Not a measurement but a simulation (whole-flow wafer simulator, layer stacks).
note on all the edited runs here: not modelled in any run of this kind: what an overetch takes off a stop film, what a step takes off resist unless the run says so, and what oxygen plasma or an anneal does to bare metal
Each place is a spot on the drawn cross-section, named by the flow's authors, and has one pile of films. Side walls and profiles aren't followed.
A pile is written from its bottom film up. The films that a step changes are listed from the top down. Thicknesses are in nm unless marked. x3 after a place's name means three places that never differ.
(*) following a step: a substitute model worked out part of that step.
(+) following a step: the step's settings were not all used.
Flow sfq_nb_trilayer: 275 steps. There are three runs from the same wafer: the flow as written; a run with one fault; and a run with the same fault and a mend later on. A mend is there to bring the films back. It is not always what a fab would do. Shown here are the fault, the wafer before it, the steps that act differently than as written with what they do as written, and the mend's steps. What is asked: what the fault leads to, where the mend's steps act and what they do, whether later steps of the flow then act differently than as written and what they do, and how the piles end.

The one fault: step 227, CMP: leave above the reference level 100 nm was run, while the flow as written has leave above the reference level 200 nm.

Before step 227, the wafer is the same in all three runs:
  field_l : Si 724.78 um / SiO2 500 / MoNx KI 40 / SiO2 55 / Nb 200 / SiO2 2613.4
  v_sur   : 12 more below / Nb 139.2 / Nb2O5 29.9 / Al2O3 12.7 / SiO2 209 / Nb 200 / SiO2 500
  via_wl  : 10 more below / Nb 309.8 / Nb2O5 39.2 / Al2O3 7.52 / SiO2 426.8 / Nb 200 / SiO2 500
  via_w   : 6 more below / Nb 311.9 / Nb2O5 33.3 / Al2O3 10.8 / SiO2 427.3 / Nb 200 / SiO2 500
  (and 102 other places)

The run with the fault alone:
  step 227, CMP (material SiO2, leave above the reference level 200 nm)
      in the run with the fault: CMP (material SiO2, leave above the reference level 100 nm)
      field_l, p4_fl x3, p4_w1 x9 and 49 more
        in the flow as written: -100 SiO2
        in the run with the fault: -200 SiO2
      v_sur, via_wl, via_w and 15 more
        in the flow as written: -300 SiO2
        in the run with the fault: -400 SiO2
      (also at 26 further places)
  Steps later in the flow that act otherwise than as written (3 other steps are not shown; they differ only slightly, by no more than 2% or 0.5 nm, whichever is larger):
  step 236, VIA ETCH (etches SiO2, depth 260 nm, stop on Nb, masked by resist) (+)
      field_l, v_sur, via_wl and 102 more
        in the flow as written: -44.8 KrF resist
        in the run with the fault: -25.8 KrF resist
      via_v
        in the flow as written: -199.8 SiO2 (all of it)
        in the run with the fault: -99.8 SiO2 (all of it)
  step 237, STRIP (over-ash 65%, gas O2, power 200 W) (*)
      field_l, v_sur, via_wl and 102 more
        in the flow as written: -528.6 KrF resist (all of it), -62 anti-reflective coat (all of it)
        in the run with the fault: -547.6 KrF resist (all of it), -62 anti-reflective coat (all of it)
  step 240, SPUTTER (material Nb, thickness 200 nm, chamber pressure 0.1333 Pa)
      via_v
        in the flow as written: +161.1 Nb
        in the run with the fault: +185.8 Nb
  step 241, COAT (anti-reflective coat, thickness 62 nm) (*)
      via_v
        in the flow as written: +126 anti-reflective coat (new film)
        in the run with the fault: +106.3 anti-reflective coat (new film)
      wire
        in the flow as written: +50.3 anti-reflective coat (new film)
        in the run with the fault: +49 anti-reflective coat (new film)
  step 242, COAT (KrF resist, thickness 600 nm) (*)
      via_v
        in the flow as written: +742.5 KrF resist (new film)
        in the run with the fault: +653.6 KrF resist (new film)
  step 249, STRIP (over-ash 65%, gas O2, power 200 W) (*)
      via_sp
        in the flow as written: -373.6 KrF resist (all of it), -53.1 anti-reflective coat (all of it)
        in the run with the fault: -382.7 KrF resist (all of it), -52.2 anti-reflective coat (all of it)
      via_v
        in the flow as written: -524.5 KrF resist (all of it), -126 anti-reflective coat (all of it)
        in the run with the fault: -435.9 KrF resist (all of it), -106.3 anti-reflective coat (all of it)
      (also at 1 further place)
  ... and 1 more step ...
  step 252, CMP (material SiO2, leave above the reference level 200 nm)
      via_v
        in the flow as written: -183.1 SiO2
        in the run with the fault: -186.9 SiO2
  By the end, the piles at field_l, v_sur, via_wl and 103 more depart from the flow's by more than 2% or 0.5 nm, whichever is larger.
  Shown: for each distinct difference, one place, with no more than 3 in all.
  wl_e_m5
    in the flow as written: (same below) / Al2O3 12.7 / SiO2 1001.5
    in the run with the fault: (same below) / Al2O3 12.7 / SiO2 901.5
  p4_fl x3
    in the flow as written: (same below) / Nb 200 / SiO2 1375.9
    in the run with the fault: (same below) / Nb 200 / SiO2 1275.9
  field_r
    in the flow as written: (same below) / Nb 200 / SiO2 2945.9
    in the run with the fault: (same below) / Nb 200 / SiO2 2845.9

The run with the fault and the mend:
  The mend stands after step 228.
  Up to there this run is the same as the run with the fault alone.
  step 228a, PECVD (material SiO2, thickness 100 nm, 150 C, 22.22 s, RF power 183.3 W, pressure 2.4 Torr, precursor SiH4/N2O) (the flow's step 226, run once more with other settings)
      field_l, v_sur, via_wl and 103 more
        +100 SiO2
  None of the later steps of the flow differs from how it acts as written, at any place that is followed, by more than 2% or 0.5 nm, whichever is larger.
  The piles end the same as the flow's at every place that both follow.
